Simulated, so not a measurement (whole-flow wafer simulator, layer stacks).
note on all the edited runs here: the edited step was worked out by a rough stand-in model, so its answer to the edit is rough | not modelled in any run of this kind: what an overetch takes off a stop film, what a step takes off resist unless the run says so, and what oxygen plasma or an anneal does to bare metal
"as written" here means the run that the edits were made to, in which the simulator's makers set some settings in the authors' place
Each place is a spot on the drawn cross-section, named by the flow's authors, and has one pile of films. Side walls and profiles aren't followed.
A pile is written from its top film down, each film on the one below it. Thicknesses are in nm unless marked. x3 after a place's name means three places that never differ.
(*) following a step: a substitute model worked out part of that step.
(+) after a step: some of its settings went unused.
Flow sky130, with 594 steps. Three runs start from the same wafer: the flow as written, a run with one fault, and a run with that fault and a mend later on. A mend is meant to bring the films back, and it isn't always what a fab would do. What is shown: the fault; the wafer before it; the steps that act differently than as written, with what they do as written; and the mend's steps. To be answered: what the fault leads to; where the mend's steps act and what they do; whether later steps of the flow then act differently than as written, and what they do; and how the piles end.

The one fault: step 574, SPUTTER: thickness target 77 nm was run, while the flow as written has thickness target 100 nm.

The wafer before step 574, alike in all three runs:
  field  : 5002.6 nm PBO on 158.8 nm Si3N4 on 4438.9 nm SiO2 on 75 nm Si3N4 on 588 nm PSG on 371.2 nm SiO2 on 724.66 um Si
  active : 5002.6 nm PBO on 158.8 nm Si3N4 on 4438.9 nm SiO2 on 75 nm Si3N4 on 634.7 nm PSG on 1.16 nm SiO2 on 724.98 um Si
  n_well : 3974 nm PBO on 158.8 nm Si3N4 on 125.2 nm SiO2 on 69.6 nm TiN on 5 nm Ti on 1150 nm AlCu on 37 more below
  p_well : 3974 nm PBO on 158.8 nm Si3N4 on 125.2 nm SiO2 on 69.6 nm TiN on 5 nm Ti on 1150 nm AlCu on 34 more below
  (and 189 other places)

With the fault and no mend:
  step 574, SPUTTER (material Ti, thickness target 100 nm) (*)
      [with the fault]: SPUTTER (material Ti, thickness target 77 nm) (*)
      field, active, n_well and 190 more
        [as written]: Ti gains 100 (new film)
        [with the fault]: Ti gains 77 (new film)
  Later steps of the flow acting differently than as written (7 other steps are not shown; they differ only slightly, by no more than 2% or 0.5 nm, whichever is larger):
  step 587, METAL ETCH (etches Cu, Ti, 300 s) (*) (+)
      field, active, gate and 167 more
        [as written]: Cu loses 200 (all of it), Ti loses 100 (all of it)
        [with the fault]: Cu loses 200 (all of it), Ti loses 77 (all of it)
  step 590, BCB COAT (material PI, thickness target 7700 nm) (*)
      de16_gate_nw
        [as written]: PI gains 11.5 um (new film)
        [with the fault]: PI gains 11.48 um (new film)
  The piles end different from the flow's at n_well, p_well, sd_n and 20 more by more than 2% or 0.5 nm, whichever is larger.
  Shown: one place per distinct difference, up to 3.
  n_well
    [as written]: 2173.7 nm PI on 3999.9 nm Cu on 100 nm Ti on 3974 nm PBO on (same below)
    [with the fault]: 2188.6 nm PI on 3999.9 nm Cu on 77 nm Ti on 3974 nm PBO on (same below)
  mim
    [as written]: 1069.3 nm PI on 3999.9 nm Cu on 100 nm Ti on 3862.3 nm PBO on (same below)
    [with the fault]: 1090.8 nm PI on 3999.9 nm Cu on 77 nm Ti on 3862.3 nm PBO on (same below)
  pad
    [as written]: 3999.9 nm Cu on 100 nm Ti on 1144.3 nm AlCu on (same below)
    [with the fault]: 3999.9 nm Cu on 77 nm Ti on 1144.3 nm AlCu on (same below)

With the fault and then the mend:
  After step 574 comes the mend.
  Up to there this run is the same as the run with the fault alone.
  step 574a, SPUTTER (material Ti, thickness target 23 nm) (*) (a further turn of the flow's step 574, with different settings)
      field, active, n_well and 190 more
        Ti gains 23
  None of the later steps of the flow acts differently than as written at any place that is followed.
  The piles end the same as the flow's at every place that both follow.
